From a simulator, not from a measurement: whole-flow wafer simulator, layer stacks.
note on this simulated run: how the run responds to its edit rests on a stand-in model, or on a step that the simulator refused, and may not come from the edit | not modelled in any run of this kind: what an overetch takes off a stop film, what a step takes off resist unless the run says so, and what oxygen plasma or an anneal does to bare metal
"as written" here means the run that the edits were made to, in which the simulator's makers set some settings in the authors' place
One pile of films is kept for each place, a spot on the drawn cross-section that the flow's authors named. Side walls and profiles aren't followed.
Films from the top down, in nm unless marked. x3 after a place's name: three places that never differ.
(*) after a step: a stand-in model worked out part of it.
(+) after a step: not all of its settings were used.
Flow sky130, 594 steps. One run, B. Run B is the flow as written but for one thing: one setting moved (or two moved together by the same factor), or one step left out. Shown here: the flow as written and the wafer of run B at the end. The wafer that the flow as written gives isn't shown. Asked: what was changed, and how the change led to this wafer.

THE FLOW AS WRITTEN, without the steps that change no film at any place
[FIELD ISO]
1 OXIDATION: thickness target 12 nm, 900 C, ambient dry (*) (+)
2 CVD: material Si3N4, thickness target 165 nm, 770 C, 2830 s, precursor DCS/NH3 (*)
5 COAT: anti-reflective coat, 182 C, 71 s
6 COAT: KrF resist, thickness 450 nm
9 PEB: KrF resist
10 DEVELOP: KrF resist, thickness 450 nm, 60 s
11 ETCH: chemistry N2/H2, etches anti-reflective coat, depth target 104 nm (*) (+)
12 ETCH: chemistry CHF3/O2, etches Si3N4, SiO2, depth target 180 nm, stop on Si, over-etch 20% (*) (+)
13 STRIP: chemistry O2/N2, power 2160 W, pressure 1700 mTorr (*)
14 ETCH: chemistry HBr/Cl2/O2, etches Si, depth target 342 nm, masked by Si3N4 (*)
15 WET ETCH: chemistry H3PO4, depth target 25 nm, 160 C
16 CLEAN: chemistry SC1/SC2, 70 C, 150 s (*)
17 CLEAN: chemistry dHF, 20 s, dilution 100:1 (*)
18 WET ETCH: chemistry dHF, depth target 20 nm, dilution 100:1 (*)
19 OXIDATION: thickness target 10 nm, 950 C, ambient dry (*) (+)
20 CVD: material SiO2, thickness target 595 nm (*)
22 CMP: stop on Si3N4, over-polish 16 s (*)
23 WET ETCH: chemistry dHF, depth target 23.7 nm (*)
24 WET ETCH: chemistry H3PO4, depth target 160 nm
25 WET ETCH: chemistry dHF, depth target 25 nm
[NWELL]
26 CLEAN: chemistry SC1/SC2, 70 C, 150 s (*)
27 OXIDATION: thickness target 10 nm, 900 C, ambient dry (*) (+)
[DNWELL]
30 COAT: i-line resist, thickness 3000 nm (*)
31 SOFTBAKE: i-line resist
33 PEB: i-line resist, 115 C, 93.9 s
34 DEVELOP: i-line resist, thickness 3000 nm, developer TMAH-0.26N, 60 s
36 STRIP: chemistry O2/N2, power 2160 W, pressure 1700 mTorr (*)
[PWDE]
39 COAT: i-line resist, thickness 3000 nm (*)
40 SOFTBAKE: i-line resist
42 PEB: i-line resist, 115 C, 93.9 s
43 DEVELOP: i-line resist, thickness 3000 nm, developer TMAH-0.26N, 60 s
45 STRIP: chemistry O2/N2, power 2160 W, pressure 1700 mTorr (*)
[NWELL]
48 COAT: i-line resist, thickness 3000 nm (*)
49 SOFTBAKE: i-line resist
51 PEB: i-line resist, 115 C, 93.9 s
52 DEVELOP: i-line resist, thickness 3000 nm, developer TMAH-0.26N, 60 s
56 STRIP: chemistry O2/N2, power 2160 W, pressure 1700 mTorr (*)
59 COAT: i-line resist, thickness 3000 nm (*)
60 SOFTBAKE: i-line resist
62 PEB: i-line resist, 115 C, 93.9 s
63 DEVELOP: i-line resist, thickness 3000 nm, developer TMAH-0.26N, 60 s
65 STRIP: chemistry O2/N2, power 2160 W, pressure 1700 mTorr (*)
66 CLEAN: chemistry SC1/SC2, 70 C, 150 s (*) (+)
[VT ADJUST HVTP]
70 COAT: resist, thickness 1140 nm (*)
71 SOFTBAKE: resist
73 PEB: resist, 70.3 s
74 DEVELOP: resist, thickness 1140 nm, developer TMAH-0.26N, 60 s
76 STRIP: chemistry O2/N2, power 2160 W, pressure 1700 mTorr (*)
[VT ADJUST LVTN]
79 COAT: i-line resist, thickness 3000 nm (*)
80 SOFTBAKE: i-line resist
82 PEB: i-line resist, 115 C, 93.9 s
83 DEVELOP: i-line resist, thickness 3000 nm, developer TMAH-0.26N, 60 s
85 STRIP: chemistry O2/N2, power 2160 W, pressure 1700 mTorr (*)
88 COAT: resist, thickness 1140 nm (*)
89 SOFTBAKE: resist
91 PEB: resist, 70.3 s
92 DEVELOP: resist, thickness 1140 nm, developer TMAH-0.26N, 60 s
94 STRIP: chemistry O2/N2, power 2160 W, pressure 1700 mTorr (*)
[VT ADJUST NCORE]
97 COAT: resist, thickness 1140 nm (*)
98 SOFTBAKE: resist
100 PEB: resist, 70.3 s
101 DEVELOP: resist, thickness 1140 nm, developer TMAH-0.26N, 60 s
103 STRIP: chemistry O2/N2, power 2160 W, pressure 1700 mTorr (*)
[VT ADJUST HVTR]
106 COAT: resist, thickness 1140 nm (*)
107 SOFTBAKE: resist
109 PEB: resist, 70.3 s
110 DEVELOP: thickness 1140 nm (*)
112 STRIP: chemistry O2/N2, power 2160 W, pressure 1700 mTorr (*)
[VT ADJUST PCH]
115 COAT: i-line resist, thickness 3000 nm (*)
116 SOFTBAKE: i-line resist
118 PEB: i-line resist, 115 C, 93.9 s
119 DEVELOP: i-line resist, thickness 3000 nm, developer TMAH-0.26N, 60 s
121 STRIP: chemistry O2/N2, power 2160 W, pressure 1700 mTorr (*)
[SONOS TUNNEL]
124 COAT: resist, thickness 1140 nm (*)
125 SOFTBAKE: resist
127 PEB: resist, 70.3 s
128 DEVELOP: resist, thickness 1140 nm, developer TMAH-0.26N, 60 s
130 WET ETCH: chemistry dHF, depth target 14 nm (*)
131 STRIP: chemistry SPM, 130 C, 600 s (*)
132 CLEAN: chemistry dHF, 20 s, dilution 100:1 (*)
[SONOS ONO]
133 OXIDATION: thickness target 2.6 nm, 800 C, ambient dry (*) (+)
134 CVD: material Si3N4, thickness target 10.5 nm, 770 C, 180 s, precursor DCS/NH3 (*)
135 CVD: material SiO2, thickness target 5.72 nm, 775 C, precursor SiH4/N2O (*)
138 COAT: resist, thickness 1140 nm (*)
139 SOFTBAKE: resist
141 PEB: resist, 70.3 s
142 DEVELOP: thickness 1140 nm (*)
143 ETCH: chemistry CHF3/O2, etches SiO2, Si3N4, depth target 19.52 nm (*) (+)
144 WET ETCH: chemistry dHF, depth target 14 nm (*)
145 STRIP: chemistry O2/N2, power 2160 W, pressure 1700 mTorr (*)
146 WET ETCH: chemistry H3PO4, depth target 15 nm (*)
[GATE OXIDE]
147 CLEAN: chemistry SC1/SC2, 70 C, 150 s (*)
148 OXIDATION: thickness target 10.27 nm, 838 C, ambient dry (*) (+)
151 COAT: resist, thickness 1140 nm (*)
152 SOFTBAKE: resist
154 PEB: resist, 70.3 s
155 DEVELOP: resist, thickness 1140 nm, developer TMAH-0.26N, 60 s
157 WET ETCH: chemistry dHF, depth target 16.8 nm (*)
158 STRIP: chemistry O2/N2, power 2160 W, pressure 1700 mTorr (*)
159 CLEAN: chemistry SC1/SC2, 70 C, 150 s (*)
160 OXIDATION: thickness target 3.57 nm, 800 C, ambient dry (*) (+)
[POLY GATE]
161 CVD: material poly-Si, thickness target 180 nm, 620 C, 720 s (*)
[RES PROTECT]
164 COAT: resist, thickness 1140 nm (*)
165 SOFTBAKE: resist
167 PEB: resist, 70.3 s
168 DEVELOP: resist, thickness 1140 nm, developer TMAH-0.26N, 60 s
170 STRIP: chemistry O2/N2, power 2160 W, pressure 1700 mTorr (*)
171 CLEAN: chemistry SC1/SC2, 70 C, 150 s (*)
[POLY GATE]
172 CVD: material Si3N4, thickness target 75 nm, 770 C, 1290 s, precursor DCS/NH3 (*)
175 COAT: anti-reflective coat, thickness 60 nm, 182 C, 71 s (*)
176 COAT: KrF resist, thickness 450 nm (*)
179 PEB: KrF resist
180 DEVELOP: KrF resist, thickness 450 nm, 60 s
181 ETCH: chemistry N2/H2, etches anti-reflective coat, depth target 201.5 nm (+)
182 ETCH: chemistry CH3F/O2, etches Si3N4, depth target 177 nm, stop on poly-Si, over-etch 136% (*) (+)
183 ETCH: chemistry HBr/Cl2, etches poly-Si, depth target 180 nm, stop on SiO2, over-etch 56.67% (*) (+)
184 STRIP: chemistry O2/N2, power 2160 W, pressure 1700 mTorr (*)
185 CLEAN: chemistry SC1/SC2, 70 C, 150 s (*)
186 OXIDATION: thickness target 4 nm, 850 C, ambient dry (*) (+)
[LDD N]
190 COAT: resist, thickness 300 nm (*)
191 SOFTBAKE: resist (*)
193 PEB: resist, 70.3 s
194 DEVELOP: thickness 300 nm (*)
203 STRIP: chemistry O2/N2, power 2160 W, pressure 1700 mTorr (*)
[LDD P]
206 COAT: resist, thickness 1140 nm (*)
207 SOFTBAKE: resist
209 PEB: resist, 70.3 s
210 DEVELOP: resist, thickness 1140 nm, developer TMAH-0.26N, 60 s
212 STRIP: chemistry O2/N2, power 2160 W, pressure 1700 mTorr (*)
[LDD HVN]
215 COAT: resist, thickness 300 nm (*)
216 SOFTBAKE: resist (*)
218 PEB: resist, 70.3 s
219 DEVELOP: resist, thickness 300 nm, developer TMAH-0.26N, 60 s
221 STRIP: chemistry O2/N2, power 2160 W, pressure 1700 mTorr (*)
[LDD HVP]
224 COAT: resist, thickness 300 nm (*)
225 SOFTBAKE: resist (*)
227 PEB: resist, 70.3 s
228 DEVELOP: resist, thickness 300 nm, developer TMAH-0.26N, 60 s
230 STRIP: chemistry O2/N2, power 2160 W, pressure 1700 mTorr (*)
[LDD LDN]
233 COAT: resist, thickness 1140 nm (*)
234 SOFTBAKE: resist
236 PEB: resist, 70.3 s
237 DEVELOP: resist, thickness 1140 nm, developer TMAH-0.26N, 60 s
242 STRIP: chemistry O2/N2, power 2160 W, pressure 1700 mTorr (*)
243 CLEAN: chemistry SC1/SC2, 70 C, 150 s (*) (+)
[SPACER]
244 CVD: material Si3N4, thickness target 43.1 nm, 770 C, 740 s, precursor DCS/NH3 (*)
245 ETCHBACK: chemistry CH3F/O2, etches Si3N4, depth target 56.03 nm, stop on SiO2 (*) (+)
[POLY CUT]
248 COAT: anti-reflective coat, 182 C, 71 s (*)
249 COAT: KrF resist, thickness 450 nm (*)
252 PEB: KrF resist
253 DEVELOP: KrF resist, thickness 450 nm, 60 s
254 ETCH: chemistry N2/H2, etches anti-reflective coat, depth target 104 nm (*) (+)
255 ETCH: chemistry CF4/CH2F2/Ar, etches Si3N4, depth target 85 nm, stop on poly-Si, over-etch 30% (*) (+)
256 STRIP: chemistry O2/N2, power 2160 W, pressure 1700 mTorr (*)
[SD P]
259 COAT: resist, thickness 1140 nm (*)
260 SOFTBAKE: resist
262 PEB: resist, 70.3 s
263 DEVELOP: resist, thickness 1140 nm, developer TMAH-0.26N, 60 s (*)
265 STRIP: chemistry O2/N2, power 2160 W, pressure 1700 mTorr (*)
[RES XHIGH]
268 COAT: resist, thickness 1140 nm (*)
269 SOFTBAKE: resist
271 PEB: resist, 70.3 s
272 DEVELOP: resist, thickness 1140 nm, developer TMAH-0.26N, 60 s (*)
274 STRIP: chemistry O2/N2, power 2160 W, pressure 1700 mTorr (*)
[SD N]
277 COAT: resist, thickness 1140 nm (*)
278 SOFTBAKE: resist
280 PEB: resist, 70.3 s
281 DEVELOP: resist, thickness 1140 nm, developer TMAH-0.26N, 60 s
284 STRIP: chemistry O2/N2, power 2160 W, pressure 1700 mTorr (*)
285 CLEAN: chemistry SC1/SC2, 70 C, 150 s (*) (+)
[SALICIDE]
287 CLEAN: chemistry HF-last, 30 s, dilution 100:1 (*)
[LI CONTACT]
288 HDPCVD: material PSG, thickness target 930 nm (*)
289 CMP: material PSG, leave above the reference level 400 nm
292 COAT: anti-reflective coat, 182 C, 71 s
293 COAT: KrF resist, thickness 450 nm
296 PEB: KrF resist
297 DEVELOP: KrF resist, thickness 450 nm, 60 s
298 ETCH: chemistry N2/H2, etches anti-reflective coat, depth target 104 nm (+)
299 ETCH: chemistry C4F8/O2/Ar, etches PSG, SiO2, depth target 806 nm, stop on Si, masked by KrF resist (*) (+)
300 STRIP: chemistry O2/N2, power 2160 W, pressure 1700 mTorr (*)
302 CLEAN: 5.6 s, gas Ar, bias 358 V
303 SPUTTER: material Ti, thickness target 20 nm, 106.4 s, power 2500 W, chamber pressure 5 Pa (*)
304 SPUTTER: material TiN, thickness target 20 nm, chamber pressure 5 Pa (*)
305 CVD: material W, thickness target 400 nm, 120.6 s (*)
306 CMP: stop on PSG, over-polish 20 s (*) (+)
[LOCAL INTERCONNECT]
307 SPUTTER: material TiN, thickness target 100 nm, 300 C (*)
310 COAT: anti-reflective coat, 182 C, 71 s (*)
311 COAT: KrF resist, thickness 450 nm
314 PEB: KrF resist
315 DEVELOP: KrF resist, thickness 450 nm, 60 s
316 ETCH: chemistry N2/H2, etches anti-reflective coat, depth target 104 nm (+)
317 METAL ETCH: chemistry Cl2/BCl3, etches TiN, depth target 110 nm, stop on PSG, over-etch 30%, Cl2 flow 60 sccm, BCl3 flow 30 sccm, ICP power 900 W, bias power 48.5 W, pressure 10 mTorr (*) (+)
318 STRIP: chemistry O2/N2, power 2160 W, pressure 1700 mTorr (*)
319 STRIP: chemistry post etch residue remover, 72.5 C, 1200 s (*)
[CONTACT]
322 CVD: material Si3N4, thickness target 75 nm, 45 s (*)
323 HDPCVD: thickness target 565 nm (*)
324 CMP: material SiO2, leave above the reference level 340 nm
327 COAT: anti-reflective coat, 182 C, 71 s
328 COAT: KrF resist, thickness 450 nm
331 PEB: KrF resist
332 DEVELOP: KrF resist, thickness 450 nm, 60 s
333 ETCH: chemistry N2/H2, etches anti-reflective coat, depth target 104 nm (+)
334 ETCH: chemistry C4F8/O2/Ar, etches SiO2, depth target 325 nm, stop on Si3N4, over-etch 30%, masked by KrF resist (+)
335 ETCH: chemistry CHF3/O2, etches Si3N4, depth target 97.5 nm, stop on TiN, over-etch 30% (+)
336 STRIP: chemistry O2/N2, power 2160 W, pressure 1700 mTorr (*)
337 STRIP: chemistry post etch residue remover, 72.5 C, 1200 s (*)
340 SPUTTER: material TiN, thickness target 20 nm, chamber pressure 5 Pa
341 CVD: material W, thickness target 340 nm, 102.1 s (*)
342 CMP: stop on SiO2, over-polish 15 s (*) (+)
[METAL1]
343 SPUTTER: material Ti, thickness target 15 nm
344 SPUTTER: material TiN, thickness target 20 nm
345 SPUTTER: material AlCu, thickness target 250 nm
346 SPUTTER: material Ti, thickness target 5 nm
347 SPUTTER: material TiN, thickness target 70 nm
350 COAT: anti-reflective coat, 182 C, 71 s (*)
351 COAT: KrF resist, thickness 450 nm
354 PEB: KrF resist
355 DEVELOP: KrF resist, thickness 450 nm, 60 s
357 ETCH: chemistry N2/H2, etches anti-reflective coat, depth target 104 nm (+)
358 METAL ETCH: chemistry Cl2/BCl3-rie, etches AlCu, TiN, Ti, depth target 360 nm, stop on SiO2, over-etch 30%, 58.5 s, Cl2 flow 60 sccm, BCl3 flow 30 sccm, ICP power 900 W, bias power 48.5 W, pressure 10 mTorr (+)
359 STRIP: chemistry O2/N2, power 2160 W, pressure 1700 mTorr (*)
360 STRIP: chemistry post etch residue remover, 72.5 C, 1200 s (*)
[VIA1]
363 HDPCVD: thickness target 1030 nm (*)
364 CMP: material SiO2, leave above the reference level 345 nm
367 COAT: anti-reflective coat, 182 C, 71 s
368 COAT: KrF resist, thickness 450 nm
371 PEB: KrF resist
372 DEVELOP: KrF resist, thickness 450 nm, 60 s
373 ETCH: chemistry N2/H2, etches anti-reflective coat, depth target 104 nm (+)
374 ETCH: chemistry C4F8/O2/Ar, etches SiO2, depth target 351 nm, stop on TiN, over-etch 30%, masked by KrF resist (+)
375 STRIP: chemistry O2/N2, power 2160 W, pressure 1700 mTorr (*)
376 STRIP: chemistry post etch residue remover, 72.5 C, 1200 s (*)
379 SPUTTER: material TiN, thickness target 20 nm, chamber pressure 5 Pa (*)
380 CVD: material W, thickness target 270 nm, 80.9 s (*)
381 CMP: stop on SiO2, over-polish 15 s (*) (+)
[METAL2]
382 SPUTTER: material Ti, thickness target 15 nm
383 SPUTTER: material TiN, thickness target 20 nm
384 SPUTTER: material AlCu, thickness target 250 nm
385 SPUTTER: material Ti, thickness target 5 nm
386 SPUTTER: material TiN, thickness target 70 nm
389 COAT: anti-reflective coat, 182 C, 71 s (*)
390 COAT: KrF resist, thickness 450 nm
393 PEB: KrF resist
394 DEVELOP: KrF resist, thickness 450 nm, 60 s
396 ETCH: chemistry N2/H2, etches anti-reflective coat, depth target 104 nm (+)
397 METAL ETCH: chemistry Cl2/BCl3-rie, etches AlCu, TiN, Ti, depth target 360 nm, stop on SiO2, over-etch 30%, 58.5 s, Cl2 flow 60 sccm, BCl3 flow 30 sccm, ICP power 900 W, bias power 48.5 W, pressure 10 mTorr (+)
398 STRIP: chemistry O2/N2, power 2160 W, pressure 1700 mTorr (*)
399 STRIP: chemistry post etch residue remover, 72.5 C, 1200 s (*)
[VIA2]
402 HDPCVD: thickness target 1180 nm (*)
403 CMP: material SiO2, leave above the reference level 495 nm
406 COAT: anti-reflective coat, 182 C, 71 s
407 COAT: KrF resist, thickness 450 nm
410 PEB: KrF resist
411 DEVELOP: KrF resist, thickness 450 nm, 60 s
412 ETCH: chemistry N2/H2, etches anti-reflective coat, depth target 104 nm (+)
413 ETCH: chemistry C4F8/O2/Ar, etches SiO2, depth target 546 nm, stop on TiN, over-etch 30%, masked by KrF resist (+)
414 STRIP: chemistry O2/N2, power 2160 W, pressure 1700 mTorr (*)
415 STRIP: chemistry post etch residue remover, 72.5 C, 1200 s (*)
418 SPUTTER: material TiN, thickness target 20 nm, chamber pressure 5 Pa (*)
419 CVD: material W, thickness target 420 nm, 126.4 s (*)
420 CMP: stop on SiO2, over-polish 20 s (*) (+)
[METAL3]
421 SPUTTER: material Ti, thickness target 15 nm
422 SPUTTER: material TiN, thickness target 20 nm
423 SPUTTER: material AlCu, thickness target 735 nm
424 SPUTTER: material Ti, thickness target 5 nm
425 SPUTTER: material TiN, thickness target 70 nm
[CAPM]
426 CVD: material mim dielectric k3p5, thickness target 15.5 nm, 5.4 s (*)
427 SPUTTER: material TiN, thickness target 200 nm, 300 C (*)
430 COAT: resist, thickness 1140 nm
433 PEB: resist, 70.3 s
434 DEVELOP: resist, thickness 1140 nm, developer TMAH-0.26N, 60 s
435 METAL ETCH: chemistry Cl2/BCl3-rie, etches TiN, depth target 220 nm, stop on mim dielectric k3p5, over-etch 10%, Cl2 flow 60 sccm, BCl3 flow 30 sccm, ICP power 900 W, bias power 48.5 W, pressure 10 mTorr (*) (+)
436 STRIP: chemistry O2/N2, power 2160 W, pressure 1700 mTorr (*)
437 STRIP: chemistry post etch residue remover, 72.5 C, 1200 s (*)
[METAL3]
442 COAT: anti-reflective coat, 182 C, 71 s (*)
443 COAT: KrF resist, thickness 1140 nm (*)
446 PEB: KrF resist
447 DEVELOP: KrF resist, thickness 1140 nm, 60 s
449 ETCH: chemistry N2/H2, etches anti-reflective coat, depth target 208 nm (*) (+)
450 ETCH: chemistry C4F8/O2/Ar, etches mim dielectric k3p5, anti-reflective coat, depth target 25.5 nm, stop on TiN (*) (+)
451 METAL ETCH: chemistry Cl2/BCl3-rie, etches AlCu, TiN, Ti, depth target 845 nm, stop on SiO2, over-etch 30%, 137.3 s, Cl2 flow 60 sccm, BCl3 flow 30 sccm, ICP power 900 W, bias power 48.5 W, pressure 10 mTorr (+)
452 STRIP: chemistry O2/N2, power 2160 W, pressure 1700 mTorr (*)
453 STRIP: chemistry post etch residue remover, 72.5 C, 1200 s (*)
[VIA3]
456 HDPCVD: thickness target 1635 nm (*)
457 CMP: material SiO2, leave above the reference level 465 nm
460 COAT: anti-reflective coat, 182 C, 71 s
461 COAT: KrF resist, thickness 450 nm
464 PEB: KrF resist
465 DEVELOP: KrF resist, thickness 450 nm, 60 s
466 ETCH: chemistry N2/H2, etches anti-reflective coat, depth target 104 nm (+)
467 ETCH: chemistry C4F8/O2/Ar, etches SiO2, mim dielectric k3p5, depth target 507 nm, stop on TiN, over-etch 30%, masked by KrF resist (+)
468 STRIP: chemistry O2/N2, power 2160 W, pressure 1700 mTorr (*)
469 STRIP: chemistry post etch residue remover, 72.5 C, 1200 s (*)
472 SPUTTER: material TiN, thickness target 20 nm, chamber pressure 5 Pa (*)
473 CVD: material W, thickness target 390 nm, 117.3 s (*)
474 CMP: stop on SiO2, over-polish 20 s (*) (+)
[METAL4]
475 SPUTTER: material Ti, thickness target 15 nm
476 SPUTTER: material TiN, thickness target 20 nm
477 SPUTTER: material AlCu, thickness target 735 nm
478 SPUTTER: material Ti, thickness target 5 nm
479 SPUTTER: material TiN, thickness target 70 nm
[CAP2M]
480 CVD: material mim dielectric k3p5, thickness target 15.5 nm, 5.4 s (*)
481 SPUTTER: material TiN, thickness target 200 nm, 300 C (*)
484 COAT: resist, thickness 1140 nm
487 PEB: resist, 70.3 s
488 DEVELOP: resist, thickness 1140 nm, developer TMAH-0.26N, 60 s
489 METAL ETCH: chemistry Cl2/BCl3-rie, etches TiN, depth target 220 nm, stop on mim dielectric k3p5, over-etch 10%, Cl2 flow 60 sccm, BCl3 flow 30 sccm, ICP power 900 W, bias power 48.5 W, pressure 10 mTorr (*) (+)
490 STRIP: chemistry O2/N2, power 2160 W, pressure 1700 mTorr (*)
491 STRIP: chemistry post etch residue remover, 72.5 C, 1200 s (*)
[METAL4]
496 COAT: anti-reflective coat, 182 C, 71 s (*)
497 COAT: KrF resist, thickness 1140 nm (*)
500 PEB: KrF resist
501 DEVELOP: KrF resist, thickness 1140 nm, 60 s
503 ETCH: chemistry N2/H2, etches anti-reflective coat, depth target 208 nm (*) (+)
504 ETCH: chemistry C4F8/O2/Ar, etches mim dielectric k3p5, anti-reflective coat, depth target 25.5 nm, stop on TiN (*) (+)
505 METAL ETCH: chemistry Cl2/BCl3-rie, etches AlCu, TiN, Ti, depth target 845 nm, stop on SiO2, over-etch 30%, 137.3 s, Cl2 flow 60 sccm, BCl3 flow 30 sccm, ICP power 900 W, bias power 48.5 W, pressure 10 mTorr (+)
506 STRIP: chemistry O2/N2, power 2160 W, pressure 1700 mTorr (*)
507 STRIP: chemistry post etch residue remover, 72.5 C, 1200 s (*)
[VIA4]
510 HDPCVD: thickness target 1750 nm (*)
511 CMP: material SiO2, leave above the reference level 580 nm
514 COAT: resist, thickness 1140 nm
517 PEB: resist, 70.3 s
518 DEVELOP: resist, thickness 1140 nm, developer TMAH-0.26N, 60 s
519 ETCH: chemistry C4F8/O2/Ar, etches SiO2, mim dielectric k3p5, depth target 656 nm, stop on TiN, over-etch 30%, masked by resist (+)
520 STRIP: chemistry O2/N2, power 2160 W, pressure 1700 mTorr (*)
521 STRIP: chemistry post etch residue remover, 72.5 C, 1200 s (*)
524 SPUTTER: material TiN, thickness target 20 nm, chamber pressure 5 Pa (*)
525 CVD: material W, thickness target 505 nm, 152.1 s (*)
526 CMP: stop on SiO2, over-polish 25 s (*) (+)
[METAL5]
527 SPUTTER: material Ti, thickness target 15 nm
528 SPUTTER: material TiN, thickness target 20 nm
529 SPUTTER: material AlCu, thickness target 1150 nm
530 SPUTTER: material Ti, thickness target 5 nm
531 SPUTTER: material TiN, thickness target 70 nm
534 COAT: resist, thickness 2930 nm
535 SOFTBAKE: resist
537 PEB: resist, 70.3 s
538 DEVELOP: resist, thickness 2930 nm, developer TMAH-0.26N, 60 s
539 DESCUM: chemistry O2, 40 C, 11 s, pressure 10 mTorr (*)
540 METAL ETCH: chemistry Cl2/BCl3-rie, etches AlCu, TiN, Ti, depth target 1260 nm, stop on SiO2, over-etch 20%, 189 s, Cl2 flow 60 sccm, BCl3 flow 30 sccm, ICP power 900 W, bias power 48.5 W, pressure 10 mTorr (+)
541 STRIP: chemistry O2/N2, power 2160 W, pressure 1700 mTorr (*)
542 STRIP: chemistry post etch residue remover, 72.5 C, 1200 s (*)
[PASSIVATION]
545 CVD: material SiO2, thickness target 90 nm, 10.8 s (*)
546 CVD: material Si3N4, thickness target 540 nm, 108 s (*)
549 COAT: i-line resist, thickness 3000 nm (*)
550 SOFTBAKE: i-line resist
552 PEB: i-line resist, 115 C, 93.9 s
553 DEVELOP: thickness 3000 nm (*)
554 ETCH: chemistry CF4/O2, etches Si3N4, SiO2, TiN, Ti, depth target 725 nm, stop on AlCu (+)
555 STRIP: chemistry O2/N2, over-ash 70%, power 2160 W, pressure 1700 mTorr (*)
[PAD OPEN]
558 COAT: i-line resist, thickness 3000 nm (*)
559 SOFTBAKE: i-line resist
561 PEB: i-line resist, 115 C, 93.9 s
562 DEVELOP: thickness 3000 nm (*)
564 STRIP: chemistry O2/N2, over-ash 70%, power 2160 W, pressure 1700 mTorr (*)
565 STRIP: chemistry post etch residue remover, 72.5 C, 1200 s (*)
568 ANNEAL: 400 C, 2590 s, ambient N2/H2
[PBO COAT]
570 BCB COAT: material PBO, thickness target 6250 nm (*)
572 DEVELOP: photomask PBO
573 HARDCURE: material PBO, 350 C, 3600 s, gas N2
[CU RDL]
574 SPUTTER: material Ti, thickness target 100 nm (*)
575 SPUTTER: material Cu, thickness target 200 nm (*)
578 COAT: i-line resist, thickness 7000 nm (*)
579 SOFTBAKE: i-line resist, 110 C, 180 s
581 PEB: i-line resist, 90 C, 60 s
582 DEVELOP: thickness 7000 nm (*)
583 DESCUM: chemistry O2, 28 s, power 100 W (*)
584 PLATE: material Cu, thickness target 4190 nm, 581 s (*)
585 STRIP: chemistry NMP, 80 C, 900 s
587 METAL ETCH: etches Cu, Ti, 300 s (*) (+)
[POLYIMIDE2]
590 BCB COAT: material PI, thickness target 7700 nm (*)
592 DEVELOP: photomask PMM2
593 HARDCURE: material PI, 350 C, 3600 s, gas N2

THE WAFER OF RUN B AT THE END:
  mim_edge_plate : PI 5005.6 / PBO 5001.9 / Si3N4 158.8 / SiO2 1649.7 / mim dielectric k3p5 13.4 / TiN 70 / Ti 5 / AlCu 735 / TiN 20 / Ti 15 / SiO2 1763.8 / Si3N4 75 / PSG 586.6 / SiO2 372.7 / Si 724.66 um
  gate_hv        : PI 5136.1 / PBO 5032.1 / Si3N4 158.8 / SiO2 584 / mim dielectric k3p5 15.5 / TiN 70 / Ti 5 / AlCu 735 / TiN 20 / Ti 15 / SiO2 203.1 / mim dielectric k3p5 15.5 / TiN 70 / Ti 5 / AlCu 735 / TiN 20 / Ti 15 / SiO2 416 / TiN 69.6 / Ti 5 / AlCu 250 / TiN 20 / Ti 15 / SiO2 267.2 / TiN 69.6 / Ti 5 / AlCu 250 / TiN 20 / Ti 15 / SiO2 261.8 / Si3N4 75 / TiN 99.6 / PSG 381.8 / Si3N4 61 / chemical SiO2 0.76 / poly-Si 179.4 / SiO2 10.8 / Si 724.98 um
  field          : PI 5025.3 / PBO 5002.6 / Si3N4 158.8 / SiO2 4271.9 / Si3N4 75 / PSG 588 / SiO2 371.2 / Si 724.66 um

The cause: step 457, CMP: leave above the reference level 298 nm was run, where the flow has leave above the reference level 465 nm.

How the change led to this, step by step:
  457 CMP: material SiO2, leave above the reference level 465 nm
      n_well, p_well, gate_hv and 99 more: SiO2 -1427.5 (as written it would be: SiO2 -1260.5)
      field, active, gate and 82 more: SiO2 -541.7 (as written it would be: SiO2 -374.7)
      (and at 5 more places)
  467 ETCH: chemistry C4F8/O2/Ar, etches SiO2, mim dielectric k3p5, depth target 507 nm, stop on TiN, over-etch 30%, masked by KrF resist (+)
      field, active, n_well and 187 more: KrF resist -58 (as written it would be: KrF resist -101.4)
      m1: SiO2 -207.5 (all of it), mim dielectric k3p5 -15.5 (all of it) (as written it would be: SiO2 -374.5 (all of it), mim dielectric k3p5 -15.5 (all of it))
      (and at 1 more place)
  468 STRIP: chemistry O2/N2, power 2160 W, pressure 1700 mTorr (*)
      field, active, n_well and 187 more: KrF resist -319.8 (all of it), anti-reflective coat -80 (all of it) (as written it would be: KrF resist -276.4 (all of it), anti-reflective coat -80 (all of it))
  472 SPUTTER: material TiN, thickness target 20 nm, chamber pressure 5 Pa (*)
      m1, via3_hole: TiN +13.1 (as written it would be: TiN +10.6)
  473 CVD: material W, thickness target 390 nm, 117.3 s (*)
      m1: W +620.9 (new film) (as written it would be: W +790.5 (new film))
      via3_hole: W +620.3 (new film) (as written it would be: W +789.9 (new film))
  505 METAL ETCH: chemistry Cl2/BCl3-rie, etches AlCu, TiN, Ti, depth target 845 nm, stop on SiO2, over-etch 30%, 137.3 s, Cl2 flow 60 sccm, BCl3 flow 30 sccm, ICP power 900 W, bias power 48.5 W, pressure 10 mTorr (+)
      mim_edge_plate: TiN -70 (all of it), Ti -5 (all of it), AlCu -735 (all of it), TiN -20 (all of it), Ti -15 (all of it), SiO2 -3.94 (all of it), TiN -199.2 (all of it), mim dielectric k3p5 -2.13 (as written it would be: TiN -70 (all of it), Ti -5 (all of it), AlCu -735 (all of it), TiN -20 (all of it), Ti -15 (all of it), SiO2 -25.3)
  510 HDPCVD: thickness target 1750 nm (*)
      mim_edge_plate: SiO2 +1750 (new film) (as written it would be: SiO2 +1750)
  511 CMP: material SiO2, leave above the reference level 580 nm
      mim_edge_plate: SiO2 -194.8 (as written it would be: SiO2 -374.7)
Counting metal films that touch as one body, mim_edge_plate has 1 body; the flow as written gives 2 bodies (between them, from the top down: mim dielectric k3p5 15.5).
